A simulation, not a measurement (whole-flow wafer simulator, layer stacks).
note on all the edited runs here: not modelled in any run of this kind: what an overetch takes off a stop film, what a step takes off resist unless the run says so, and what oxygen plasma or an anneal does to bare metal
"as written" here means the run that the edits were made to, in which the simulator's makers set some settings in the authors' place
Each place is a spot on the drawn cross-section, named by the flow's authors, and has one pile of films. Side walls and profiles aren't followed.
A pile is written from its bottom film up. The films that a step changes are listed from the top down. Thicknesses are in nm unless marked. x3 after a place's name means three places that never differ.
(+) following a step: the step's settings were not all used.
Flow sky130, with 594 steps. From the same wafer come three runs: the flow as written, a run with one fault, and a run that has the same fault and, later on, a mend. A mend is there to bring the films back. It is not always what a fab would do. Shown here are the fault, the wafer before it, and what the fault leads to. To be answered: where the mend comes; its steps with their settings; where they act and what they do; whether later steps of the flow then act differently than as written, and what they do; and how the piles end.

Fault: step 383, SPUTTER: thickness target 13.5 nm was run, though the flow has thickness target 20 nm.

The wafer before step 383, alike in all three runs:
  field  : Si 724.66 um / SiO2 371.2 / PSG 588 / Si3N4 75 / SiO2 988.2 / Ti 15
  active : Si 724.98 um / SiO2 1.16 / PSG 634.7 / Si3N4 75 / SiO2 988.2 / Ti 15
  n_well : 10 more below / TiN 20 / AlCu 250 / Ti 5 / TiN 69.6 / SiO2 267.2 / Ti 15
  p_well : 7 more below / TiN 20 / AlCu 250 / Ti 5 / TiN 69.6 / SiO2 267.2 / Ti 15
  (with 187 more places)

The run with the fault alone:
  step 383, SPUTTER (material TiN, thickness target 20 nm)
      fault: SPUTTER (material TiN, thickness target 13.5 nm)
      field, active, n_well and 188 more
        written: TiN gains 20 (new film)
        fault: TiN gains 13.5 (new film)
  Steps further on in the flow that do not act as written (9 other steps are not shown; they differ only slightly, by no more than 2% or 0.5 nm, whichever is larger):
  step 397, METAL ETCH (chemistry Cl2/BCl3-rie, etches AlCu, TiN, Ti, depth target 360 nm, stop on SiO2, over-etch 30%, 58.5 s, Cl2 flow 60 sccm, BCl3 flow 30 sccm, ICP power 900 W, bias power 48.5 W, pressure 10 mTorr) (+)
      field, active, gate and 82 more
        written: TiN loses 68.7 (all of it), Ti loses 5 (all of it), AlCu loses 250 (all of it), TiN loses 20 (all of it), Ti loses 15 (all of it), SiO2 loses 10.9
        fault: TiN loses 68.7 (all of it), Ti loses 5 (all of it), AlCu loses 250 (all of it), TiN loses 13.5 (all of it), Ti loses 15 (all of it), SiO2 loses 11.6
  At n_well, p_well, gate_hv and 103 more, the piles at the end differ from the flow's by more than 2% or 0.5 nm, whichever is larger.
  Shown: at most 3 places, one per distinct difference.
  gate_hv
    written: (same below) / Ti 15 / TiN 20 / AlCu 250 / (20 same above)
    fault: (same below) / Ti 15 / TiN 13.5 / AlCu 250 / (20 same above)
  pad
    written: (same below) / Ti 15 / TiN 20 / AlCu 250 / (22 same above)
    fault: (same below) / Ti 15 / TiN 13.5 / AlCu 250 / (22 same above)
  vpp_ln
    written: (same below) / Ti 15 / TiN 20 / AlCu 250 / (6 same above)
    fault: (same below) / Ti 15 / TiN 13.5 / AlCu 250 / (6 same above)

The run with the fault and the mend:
  After step 383 comes the mend.
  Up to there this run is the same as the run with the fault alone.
  step 383a, SPUTTER (material TiN, thickness target 6.5 nm) (the flow's step 383 again, with other settings)
      field, active, n_well and 188 more
        TiN gains 6.5
  None of the later steps of the flow acts differently than as written at any place that is followed.
  By the end, the piles equal the flow's at every place that both follow.
